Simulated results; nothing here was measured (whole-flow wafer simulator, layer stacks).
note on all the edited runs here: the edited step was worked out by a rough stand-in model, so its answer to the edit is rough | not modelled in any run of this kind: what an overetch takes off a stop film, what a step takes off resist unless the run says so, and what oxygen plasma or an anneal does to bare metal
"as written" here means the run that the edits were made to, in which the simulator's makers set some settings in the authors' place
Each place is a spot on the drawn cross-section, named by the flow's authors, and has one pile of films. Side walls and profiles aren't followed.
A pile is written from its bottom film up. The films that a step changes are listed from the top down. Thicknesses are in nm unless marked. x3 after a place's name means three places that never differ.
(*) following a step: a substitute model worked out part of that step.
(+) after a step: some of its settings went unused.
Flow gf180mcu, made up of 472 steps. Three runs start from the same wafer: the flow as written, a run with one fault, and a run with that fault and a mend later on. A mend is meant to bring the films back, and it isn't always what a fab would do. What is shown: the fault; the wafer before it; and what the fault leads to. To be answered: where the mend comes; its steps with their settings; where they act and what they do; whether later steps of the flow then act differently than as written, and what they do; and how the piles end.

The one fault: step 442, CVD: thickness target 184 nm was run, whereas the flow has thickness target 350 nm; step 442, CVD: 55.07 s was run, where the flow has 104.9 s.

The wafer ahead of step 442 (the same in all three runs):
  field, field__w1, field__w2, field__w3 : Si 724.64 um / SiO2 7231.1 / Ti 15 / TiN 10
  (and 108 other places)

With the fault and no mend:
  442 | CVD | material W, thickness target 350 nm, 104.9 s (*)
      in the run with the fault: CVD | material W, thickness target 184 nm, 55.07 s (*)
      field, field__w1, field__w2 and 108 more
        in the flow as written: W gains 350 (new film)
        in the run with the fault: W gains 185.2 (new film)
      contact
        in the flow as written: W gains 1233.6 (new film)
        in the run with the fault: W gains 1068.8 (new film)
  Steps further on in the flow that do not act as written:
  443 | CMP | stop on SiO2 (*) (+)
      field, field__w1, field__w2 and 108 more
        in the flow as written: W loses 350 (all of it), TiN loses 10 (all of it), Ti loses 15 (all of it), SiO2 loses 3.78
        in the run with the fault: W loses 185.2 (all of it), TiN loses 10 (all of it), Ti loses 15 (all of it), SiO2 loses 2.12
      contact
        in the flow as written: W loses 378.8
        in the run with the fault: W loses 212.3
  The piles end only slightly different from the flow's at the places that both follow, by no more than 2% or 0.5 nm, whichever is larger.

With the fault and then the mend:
  After step 442 comes the mend.
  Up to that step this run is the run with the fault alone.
  442a | CVD | material W, thickness target 166 nm, 49.75 s (the flow's step 442, run once more with other settings)
      field, field__w1, field__w2 and 109 more
        W gains 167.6
  None of the later steps of the flow differs from how it acts as written, at any place that is followed, by more than 2% or 0.5 nm, whichever is larger.
  The piles end only slightly different from the flow's at the places that both follow, by no more than 2% or 0.5 nm, whichever is larger.
